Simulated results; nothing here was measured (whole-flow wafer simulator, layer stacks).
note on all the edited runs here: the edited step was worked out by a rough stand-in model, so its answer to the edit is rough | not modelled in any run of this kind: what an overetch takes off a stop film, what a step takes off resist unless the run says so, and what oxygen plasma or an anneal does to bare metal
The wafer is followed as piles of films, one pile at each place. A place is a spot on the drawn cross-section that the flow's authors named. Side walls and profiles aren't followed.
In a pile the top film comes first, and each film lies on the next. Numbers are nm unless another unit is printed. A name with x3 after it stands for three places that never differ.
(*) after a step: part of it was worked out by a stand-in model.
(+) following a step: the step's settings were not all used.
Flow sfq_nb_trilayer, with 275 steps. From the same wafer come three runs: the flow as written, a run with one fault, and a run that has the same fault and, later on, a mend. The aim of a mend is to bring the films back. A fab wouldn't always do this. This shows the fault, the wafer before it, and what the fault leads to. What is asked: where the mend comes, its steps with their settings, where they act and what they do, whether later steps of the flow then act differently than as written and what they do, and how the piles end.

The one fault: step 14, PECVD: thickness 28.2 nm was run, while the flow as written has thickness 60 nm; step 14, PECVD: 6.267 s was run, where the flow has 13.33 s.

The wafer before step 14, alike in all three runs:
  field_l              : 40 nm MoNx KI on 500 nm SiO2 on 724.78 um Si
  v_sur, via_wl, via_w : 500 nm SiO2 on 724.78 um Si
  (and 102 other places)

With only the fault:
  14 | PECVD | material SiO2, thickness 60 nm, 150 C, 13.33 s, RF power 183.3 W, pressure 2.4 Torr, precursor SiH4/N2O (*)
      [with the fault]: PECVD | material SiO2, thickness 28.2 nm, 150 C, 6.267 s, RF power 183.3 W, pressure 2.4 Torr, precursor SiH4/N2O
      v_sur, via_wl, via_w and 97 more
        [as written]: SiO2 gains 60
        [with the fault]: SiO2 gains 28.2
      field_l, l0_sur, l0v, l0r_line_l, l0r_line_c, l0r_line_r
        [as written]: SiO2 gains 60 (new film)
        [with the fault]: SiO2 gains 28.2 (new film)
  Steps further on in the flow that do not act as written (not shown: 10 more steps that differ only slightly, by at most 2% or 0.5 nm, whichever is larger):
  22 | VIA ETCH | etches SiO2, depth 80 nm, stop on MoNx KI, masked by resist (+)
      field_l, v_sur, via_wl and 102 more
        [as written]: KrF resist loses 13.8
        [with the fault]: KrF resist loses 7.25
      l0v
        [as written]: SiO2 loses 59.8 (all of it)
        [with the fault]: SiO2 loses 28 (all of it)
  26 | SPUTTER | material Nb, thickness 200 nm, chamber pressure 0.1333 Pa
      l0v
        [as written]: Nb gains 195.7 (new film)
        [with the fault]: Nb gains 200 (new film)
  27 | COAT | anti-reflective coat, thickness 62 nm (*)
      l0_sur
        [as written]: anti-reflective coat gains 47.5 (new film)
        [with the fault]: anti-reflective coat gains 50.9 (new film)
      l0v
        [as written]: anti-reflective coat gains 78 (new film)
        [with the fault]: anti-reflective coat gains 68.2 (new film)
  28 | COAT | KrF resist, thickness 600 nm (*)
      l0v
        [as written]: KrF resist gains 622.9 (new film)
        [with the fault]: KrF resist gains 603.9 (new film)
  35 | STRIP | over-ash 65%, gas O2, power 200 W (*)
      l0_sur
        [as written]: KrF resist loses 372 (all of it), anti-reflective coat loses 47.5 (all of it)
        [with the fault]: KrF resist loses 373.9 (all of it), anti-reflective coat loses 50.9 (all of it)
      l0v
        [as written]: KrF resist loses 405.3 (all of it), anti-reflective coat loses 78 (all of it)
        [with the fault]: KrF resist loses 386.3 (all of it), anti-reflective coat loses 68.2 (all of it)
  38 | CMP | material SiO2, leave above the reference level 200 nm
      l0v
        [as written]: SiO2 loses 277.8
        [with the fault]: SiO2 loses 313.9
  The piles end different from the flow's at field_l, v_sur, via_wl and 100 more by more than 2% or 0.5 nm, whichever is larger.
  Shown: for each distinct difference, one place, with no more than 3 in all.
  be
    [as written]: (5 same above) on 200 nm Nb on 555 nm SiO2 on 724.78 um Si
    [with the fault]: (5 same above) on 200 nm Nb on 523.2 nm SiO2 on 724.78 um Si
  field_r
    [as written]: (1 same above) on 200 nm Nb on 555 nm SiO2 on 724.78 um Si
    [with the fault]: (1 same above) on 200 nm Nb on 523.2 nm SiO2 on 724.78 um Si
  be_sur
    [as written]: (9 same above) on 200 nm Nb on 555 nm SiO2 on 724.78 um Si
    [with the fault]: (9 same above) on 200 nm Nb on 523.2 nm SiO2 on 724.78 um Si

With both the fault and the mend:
  After step 20 comes the mend.
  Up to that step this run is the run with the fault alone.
  20a | STRIP | over-ash 65%, gas O2, power 200 W (*)
      p4_fl x3, p4_w1 x9, p4_g1 x2 and 59 more
        KrF resist loses 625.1 (all of it), anti-reflective coat loses 62 (all of it)
      jj_sur, ce_l, c5j, ce_r, sp_r, be_r, r_sur
        KrF resist loses 632 (all of it), anti-reflective coat loses 63.7 (all of it)
      gap, res, r_end
        KrF resist loses 632.1 (all of it), anti-reflective coat loses 63.7 (all of it)
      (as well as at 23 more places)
  20b | PECVD | material SiO2, thickness 31.8 nm, 150 C, 7.067 s, RF power 183.3 W, pressure 2.4 Torr, precursor SiH4/N2O (the flow's step 14, run once more with other settings)
      field_l, v_sur, via_wl and 103 more
        SiO2 gains 31.8
  20c | COAT | anti-reflective coat, thickness 62 nm (*) (the flow's step 15, run once more)
      p4_fl x3, p4_w1 x9, p4_g1 x2 and 59 more
        anti-reflective coat gains 62 (new film)
      be_sur, gap, jj_sur and 8 more
        anti-reflective coat gains 63.7 (new film)
      wire, be, moat, field_r, lsp_l
        anti-reflective coat gains 63.8 (new film)
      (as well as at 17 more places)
  20d | COAT | KrF resist, thickness 650 nm (*) (the flow's step 16, run once more)
      p4_fl x3, p4_w1 x9, p4_g1 x2 and 59 more
        KrF resist gains 650 (new film)
      jj_sur, ce_l, c5j, ce_r, sp_r, be_r, r_sur
        KrF resist gains 656.9 (new film)
      v_sur, via_wr
        KrF resist gains 659.5 (new film)
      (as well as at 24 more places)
  20e | SOFTBAKE | KrF resist (the flow's step 17, run once more)
      does not change any film at any place that is followed
  20f | EXPOSE | photomask L0V, dose 12.41 mJ/cm2, NA 0.6, wavelength 248 nm (*) (the flow's step 18, run once more)
      does not change any film at any place that is followed
  20g | PEB | KrF resist, 90 s (the flow's step 19, run once more)
      p4_fl x3, p4_w1 x9, p4_g1 x2 and 59 more
        KrF resist loses 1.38
      via_v, wire, be and 15 more
        KrF resist loses 1.39
      v_sur, via_w, via_wr, via_sp, lsp_m, ln_m6, lsp_r
        KrF resist loses 1.4
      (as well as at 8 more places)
  20h | DEVELOP | KrF resist, thickness 650 nm, 60 s (the flow's step 20, run once more)
      field_l, v_sur, via_wl and 102 more
        KrF resist loses 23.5
      l0v
        KrF resist loses 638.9 (all of it)
  Every later step of the flow that is run acts as written, at every place that is followed, to within 2% or 0.5 nm, whichever is larger.
  By the end, the piles equal the flow's at every place that both follow.
